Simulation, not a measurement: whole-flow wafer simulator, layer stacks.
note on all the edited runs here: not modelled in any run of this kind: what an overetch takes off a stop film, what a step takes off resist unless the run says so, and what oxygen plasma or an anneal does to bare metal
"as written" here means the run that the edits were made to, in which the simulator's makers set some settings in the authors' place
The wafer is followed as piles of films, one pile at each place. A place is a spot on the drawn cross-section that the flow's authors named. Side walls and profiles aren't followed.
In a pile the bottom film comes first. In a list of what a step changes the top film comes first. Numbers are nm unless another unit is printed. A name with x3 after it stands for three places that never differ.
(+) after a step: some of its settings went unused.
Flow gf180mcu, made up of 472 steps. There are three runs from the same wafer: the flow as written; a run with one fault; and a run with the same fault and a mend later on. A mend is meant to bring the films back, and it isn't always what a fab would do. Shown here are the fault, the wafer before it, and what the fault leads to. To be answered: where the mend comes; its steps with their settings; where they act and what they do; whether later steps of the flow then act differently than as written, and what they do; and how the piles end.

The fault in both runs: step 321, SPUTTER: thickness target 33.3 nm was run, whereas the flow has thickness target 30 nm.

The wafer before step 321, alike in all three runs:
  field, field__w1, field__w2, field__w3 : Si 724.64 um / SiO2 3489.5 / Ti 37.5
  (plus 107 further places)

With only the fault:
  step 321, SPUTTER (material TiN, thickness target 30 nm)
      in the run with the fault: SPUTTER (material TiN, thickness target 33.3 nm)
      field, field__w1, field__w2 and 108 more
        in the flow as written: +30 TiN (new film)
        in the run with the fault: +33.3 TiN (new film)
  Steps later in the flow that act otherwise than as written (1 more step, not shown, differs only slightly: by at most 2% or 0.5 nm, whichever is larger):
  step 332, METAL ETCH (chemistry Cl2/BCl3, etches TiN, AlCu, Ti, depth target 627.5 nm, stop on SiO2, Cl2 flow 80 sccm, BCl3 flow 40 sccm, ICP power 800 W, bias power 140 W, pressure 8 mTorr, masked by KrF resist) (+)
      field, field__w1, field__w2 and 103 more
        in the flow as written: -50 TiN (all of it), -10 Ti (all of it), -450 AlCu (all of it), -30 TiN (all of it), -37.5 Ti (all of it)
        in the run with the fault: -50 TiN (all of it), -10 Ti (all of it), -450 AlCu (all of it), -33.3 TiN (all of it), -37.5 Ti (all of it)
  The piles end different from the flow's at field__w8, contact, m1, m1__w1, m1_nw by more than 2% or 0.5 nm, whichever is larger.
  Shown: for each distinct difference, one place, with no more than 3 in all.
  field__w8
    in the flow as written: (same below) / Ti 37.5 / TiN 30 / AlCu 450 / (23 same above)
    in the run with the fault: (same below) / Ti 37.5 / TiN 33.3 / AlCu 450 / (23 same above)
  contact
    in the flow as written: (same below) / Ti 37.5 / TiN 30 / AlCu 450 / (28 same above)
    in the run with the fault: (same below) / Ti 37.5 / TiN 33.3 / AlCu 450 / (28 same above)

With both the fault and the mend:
  The mend stands after step 321.
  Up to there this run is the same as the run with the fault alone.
  step 321a, METAL ETCH (chemistry Cl2/BCl3, etches TiN, AlCu, Ti, depth target 3.3 nm, Cl2 flow 80 sccm, BCl3 flow 40 sccm, ICP power 800 W, bias power 140 W, pressure 8 mTorr) (the flow's step 260 again, with other settings)
      field, field__w1, field__w2 and 108 more
        -3.3 TiN
  Every later step of the flow that is run acts as written at every place that is followed.
  The piles end the same as the flow's at every place that both follow.
